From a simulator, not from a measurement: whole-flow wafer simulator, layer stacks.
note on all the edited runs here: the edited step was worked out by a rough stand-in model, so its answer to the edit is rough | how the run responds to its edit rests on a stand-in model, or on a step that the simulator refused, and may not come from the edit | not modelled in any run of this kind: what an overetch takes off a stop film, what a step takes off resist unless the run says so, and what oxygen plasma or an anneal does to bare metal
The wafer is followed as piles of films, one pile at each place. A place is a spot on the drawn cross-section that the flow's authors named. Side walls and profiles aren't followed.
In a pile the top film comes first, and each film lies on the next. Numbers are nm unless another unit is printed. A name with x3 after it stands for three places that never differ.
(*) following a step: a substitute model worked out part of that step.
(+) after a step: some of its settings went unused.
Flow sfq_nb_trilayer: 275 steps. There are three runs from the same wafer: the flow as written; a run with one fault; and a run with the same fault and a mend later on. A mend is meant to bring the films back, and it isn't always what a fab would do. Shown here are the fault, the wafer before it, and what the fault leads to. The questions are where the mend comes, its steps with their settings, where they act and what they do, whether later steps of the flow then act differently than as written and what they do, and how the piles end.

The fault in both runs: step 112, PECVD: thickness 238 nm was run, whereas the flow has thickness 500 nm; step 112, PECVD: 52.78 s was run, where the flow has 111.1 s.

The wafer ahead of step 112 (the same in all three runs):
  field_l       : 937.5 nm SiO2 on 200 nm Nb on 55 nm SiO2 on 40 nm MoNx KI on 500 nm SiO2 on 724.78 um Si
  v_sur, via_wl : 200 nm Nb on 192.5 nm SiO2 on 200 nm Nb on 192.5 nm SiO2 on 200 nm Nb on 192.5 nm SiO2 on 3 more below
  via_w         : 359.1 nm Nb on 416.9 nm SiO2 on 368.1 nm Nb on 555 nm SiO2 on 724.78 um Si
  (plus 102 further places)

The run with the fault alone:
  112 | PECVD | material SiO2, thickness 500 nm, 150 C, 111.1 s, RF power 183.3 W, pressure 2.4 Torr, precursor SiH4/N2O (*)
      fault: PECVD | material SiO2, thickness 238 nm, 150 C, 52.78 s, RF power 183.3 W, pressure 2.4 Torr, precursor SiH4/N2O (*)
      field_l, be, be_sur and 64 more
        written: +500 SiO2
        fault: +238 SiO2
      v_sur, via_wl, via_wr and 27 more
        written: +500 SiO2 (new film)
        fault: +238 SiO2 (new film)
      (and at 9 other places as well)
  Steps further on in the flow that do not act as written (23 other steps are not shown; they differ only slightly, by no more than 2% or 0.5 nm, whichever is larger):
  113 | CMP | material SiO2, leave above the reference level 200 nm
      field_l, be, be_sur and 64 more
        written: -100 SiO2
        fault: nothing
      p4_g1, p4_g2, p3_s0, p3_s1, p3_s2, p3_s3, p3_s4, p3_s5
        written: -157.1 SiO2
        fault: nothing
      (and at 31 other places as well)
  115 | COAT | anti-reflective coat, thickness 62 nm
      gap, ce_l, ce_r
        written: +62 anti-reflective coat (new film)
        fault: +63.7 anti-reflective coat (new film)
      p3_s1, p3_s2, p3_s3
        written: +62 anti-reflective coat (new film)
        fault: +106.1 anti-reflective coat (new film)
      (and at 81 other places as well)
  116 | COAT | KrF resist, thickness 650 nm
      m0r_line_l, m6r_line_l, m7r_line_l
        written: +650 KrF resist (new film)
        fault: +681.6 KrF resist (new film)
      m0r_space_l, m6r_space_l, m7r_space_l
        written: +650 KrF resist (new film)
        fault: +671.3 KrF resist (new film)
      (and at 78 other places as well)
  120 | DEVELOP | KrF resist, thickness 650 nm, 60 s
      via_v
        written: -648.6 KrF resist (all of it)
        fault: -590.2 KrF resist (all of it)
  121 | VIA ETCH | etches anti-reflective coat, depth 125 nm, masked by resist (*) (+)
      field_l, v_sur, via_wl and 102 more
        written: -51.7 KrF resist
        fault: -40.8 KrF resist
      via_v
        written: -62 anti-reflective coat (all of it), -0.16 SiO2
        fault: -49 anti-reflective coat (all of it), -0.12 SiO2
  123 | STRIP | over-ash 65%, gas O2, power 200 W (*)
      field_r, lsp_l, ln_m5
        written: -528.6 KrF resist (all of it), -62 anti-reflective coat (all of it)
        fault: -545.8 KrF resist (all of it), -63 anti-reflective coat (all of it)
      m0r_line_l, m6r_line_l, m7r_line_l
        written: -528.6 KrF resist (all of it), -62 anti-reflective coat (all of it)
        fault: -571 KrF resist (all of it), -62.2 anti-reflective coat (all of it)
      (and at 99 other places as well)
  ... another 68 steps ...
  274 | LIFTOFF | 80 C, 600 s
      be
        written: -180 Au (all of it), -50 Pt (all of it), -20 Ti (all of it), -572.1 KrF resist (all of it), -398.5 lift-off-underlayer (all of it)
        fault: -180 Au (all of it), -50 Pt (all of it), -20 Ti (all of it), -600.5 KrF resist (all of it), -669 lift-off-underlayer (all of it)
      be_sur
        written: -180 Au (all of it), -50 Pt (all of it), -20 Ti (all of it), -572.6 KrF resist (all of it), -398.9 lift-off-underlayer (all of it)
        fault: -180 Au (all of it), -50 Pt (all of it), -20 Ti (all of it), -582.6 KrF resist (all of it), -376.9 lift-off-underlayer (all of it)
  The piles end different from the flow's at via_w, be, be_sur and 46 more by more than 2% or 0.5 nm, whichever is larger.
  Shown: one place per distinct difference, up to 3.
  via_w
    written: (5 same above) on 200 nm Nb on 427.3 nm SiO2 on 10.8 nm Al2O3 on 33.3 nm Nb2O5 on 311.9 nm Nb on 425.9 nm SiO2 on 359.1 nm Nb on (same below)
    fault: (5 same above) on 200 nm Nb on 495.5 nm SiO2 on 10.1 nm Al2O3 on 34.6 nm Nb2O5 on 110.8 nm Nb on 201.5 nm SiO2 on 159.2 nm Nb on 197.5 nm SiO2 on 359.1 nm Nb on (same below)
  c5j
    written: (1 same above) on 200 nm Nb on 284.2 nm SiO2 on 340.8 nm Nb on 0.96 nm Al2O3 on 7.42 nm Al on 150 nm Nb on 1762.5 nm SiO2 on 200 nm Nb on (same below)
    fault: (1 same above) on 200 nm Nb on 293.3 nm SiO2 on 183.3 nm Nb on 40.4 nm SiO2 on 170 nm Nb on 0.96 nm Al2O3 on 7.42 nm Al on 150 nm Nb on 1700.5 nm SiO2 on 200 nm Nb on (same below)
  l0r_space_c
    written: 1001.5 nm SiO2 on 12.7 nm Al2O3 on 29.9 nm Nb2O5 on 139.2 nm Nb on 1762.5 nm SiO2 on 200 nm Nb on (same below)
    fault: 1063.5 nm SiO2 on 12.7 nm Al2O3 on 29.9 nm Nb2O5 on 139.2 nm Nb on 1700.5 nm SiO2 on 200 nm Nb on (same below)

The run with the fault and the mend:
  After step 112 comes the mend.
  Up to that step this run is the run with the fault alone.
  112a | PECVD | material SiO2, thickness 262 nm, 150 C, 58.22 s, RF power 183.3 W, pressure 2.4 Torr, precursor SiH4/N2O (*) (a further turn of the flow's step 112, with different settings)
      field_l, v_sur, via_wl and 102 more
        +262 SiO2
      via_w
        +272.6 SiO2
  Steps further on in the flow that do not act as written:
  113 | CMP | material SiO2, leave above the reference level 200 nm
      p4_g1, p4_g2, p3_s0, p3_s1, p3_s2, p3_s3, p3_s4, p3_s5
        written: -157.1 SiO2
        mend: -100 SiO2
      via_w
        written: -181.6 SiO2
        mend: -44.2 SiO2
  By the end, the piles equal the flow's at every place that both follow.
